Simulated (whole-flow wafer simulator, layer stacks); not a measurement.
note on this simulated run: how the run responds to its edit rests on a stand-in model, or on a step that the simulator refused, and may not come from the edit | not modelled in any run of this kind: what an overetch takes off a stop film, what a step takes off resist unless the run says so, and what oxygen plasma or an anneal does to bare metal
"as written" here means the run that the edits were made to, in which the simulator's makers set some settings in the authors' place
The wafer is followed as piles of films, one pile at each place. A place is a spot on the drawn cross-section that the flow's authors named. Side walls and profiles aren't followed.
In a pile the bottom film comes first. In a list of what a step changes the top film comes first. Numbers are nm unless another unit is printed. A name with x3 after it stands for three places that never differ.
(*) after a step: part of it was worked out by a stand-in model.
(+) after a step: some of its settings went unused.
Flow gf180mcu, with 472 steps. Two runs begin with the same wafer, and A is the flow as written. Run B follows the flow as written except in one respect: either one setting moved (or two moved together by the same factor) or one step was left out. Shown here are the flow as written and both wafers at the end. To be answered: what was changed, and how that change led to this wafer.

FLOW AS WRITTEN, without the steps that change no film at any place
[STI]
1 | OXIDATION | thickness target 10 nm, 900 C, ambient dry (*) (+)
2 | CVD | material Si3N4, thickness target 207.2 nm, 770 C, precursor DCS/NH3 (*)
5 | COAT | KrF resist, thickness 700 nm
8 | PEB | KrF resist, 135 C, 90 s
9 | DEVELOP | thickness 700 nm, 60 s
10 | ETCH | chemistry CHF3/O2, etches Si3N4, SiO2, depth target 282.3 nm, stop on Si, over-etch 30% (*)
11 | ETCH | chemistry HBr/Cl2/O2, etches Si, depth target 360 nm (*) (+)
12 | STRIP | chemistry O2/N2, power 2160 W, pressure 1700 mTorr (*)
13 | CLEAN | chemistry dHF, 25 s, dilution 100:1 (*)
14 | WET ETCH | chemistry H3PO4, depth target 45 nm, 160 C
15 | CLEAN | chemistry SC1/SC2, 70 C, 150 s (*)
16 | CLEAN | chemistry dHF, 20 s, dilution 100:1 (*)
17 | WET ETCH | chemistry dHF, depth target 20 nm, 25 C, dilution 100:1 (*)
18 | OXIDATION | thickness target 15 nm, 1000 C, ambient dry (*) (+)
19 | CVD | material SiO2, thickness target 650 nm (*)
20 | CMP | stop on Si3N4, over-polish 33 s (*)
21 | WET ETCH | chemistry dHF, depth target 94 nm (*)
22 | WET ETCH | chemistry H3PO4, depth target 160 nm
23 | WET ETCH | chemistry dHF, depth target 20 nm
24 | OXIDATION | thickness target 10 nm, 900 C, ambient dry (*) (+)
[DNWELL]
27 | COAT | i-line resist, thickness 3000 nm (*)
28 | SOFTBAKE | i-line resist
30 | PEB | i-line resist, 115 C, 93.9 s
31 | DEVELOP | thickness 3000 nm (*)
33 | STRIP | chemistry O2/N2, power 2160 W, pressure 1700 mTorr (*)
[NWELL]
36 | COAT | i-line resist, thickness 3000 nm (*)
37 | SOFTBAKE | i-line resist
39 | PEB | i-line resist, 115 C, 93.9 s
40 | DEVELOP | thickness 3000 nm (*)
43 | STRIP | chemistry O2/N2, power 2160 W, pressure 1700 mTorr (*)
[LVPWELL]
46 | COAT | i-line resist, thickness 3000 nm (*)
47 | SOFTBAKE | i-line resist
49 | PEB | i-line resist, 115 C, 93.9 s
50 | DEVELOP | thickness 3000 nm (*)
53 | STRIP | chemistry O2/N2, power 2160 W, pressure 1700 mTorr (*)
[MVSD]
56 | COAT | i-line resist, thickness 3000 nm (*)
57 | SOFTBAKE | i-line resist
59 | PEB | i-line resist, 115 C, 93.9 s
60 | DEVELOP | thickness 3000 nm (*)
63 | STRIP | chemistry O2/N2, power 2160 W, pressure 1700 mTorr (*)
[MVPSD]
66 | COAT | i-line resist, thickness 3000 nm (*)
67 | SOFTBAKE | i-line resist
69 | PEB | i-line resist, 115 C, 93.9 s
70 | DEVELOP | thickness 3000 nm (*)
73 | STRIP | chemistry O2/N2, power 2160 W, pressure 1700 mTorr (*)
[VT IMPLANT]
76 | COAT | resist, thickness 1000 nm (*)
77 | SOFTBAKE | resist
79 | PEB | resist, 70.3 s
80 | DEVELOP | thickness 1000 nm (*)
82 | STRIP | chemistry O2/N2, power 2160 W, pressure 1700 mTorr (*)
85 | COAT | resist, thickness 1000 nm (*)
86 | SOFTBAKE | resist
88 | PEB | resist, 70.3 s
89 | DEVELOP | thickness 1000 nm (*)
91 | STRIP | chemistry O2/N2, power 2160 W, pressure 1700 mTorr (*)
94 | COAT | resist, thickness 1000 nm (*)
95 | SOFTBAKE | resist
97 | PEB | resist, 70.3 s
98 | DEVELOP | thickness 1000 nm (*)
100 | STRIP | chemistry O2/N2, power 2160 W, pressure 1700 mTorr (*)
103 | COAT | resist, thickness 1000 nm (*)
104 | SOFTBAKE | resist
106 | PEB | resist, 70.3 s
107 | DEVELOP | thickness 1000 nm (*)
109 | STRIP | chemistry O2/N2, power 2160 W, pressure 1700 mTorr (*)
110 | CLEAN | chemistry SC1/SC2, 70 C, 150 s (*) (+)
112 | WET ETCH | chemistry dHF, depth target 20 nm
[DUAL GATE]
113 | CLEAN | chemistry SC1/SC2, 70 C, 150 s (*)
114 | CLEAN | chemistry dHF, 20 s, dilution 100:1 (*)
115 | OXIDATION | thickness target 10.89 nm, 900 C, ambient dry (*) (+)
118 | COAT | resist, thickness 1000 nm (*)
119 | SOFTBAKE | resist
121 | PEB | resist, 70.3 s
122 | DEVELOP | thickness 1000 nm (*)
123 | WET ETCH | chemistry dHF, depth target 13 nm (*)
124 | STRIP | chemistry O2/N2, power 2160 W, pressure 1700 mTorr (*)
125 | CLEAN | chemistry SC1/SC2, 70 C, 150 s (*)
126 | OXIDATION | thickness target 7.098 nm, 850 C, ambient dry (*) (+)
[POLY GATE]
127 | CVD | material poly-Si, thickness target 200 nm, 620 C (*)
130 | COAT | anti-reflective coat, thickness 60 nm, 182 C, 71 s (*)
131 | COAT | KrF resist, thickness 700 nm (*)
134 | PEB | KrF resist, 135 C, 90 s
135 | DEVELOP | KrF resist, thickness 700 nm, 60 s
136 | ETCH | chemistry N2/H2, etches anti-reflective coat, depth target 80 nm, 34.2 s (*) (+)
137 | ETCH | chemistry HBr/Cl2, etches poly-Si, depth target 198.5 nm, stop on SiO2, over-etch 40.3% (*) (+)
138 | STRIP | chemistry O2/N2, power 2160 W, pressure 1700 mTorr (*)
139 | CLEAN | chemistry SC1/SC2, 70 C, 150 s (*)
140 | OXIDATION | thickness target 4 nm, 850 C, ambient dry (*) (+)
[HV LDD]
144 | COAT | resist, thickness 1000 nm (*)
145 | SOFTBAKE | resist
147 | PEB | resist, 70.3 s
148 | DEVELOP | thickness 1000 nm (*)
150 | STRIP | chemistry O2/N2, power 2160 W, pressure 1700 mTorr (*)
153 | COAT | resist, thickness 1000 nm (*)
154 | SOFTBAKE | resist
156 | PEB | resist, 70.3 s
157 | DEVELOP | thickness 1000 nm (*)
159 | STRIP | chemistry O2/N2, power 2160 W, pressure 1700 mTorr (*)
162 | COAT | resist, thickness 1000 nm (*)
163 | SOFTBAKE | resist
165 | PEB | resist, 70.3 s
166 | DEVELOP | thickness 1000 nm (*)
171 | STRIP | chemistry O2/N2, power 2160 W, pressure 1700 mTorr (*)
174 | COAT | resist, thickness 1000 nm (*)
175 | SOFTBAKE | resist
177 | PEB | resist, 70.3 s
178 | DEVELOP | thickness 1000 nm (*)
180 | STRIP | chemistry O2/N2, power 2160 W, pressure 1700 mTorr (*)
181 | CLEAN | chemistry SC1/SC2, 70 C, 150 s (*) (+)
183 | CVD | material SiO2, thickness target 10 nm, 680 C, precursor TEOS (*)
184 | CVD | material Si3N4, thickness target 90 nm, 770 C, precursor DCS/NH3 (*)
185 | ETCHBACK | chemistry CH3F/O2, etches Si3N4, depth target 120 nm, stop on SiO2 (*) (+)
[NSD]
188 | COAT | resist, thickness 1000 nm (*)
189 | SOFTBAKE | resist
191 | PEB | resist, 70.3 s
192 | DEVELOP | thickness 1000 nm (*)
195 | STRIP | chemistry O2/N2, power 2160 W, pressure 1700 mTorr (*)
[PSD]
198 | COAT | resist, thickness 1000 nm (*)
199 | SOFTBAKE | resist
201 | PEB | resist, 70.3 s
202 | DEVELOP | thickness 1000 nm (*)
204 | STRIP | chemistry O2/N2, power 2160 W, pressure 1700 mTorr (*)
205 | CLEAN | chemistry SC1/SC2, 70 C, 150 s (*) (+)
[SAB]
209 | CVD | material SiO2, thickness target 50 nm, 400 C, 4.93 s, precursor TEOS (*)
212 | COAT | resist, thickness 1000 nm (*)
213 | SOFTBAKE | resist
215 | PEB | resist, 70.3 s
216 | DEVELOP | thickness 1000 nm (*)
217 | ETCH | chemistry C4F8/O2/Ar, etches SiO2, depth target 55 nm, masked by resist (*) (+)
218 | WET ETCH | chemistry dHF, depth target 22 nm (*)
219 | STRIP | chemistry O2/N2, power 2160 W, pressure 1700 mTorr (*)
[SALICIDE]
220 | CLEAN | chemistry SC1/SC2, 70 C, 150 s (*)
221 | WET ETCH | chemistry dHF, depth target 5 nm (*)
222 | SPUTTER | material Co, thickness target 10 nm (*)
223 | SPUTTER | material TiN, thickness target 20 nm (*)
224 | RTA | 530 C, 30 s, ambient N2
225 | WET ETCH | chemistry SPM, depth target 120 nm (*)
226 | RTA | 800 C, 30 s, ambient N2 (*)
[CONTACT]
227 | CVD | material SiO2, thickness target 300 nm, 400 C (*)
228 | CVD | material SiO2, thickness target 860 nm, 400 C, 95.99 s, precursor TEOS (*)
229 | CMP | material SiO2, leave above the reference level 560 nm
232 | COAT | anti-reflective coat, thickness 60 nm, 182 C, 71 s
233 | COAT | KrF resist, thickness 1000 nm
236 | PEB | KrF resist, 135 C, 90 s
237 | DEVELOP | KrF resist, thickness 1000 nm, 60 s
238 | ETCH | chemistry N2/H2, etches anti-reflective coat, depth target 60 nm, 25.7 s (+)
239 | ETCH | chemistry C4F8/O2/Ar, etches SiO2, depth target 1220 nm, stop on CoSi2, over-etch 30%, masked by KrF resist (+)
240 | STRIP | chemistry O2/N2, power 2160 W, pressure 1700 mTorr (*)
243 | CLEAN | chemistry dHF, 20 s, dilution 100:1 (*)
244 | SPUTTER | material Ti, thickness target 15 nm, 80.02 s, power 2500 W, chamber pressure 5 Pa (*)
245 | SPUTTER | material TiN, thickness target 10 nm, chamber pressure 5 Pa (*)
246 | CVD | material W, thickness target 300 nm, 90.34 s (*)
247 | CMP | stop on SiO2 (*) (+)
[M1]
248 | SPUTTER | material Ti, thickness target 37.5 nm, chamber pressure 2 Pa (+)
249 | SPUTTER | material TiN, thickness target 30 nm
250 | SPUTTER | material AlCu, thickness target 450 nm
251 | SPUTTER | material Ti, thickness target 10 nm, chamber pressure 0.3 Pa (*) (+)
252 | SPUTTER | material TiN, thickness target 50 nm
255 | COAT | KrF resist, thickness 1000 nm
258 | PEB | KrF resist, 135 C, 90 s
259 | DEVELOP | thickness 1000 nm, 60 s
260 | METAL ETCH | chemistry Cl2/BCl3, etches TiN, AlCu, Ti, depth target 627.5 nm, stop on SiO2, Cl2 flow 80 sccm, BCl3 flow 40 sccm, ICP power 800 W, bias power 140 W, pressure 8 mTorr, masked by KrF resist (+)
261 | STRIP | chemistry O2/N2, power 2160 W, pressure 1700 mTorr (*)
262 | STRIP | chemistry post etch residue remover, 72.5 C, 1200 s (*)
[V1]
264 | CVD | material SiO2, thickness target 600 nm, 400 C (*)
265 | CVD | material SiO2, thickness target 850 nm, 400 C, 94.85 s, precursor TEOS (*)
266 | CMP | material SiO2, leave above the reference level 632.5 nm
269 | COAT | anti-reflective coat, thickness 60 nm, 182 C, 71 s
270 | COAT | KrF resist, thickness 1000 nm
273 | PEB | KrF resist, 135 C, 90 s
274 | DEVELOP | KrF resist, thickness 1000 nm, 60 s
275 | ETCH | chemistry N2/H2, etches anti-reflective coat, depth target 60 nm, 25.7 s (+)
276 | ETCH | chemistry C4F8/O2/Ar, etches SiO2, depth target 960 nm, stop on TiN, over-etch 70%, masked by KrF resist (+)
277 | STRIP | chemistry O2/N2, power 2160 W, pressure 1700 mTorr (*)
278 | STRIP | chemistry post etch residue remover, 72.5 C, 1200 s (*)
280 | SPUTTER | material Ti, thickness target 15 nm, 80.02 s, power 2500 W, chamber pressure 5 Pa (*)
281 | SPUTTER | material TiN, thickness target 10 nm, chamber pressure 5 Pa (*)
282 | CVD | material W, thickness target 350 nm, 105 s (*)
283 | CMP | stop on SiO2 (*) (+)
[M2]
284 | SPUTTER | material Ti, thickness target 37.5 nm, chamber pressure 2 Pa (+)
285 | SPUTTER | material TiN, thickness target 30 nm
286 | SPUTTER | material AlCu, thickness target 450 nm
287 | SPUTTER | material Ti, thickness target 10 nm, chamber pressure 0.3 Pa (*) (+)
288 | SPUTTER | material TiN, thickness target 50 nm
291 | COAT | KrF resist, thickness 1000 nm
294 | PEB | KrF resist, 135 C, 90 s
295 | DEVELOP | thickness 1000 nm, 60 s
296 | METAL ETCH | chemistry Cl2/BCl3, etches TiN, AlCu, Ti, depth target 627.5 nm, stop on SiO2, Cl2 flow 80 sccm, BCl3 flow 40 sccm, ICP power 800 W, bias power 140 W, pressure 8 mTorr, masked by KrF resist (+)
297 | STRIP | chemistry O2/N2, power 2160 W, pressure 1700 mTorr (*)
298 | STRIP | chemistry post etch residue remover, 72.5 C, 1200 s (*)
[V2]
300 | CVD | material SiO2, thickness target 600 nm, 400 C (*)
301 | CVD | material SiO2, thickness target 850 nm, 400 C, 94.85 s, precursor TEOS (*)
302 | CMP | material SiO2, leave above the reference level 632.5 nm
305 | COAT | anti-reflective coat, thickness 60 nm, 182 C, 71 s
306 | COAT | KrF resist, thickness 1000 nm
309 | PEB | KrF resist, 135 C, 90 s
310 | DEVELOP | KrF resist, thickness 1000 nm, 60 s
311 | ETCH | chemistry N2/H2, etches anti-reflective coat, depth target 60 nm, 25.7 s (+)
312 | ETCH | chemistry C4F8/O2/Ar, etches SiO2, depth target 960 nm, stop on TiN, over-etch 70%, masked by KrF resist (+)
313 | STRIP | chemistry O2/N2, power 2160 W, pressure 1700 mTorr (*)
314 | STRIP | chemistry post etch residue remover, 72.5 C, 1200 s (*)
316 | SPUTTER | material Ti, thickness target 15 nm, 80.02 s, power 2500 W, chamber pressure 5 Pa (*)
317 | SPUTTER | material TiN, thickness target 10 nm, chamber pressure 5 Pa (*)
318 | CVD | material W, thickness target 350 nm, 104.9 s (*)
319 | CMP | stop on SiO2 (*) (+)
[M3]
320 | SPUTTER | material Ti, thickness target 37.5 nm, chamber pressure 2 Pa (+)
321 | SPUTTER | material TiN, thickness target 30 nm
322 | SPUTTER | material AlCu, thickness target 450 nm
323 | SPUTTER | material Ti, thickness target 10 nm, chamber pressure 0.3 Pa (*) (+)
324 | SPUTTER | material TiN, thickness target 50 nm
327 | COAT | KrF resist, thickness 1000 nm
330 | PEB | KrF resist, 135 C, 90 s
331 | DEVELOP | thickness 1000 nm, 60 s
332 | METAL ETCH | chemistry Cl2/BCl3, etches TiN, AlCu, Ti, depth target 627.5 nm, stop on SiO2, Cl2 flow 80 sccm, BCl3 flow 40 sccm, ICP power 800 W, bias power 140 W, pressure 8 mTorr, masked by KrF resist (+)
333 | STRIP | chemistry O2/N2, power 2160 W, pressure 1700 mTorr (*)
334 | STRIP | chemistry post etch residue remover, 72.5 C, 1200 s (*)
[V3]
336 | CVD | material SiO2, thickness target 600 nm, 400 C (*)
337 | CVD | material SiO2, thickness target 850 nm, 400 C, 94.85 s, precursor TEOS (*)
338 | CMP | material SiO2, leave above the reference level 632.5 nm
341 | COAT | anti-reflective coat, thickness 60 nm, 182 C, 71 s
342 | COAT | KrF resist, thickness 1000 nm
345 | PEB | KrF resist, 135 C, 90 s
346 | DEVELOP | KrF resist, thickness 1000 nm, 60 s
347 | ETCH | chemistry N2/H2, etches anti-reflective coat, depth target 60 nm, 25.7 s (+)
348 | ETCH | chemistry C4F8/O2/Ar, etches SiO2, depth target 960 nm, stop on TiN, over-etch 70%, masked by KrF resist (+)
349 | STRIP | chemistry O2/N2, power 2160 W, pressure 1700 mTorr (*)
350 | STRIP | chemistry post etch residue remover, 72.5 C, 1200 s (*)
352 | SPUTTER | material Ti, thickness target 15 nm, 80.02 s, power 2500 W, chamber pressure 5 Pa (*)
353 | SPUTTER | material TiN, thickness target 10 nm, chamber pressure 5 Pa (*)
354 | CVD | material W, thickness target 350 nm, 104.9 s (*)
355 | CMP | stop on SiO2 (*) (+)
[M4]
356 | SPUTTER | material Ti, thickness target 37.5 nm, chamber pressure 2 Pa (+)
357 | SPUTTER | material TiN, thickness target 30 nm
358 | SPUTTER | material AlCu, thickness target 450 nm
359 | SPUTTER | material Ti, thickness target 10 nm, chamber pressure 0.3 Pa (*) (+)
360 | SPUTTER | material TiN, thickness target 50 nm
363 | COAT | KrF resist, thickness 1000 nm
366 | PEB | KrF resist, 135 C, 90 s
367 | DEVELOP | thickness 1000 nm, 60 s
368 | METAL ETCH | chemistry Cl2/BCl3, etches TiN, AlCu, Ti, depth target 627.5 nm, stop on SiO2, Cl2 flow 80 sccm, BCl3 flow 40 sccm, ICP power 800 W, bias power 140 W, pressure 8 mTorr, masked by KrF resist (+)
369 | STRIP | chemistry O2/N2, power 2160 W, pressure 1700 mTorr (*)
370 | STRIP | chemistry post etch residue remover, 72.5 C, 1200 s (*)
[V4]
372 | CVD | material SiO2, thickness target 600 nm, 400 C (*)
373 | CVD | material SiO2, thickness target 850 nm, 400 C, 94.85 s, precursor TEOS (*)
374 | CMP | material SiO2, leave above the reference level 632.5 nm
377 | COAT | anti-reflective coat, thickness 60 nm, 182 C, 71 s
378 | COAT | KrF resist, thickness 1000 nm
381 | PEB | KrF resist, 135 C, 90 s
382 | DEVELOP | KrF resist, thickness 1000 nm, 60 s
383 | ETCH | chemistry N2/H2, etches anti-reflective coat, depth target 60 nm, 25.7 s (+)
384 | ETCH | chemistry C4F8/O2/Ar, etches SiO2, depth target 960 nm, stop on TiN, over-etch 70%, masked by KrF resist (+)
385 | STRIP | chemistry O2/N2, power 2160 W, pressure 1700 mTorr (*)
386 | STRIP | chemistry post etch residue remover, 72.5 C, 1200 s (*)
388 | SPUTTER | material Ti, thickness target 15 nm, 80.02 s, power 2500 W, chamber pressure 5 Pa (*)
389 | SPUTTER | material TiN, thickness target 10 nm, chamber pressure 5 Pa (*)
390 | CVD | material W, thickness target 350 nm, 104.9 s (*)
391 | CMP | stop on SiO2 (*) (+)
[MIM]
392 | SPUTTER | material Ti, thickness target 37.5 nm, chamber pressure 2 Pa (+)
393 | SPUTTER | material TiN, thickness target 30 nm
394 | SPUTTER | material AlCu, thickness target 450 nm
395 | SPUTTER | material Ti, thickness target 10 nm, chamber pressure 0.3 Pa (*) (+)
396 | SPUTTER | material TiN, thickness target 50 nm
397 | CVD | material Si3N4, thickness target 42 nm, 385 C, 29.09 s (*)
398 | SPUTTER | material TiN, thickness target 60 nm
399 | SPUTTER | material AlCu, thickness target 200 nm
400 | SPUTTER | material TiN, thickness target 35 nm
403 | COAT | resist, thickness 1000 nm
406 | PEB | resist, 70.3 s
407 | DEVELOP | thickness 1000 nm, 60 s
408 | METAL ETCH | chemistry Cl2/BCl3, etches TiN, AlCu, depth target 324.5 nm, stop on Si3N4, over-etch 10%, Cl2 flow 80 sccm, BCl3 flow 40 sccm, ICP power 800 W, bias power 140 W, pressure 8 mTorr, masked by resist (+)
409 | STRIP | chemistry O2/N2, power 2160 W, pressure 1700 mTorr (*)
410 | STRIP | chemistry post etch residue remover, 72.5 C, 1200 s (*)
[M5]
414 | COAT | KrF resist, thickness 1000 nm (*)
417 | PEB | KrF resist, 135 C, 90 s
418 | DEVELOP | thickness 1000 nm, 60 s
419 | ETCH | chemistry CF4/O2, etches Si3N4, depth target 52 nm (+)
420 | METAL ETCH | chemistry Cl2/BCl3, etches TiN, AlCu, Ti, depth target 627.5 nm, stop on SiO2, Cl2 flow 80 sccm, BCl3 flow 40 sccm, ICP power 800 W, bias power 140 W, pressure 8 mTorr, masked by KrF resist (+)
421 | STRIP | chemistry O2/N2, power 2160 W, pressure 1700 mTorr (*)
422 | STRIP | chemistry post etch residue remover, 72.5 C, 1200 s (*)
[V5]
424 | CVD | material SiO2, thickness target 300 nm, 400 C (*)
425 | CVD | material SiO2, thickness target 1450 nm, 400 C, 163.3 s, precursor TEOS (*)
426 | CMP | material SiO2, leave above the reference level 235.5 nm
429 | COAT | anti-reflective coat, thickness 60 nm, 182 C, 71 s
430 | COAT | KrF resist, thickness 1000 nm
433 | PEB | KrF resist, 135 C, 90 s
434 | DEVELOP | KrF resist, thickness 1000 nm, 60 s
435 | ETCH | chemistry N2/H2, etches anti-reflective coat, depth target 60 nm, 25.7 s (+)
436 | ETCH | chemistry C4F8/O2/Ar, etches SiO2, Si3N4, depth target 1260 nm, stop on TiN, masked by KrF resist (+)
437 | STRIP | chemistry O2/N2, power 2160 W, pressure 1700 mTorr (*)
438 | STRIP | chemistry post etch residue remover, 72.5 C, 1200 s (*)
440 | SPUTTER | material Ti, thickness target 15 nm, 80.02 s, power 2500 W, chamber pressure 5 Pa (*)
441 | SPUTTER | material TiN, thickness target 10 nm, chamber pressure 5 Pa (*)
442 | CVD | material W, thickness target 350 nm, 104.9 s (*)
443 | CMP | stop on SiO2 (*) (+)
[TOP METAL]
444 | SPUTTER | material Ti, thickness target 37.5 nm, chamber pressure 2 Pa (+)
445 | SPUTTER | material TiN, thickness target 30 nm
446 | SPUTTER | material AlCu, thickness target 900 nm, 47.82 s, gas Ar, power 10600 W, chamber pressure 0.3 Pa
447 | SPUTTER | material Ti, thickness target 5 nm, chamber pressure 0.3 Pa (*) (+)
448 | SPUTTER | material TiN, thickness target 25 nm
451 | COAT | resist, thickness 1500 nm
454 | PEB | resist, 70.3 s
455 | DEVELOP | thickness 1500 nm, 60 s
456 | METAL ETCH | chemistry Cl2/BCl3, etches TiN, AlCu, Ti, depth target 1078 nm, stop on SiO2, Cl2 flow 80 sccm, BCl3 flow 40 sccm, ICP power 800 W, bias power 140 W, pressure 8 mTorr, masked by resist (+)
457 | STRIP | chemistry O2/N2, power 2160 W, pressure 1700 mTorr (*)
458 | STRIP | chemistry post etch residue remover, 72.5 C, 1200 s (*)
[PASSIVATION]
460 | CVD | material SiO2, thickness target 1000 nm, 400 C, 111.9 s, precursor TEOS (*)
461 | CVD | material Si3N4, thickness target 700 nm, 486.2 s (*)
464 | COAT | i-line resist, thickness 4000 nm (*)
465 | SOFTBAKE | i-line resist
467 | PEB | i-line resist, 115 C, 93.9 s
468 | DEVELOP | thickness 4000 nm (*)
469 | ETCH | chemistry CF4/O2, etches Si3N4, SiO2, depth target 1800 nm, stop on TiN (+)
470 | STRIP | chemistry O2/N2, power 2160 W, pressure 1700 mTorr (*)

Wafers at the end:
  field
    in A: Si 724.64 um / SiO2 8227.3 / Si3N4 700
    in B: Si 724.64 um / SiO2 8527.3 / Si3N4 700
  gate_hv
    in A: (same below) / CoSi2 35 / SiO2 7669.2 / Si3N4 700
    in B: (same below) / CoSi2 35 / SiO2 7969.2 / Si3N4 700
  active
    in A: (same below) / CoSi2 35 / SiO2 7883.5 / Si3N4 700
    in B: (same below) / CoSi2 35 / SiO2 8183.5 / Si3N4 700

The reason: step 374, CMP: leave above the reference level 932.9 nm was run, whereas the flow has leave above the reference level 632.5 nm.

The path from the change to this, step by step:
  374 | CMP | material SiO2, leave above the reference level 632.5 nm
      field, field__w1, field__w2 and 103 more: A -300 SiO2 | B nothing
      field__w8, contact, m1, m1__w1, m1_nw: A -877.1 SiO2 | B -576.7 SiO2
  384 | ETCH | chemistry C4F8/O2/Ar, etches SiO2, depth target 960 nm, stop on TiN, over-etch 70%, masked by KrF resist (+)
      contact: A -572.5 SiO2 (all of it) | B -872.9 SiO2 (all of it)
  388 | SPUTTER | material Ti, thickness target 15 nm, 80.02 s, power 2500 W, chamber pressure 5 Pa (*)
      contact: A +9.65 Ti (new film) | B +8.11 Ti (new film)
  389 | SPUTTER | material TiN, thickness target 10 nm, chamber pressure 5 Pa (*)
      contact: A +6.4 TiN (new film) | B +5.38 TiN (new film)
  390 | CVD | material W, thickness target 350 nm, 104.9 s (*)
      contact: A +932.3 W (new film) | B +1234.8 W (new film)
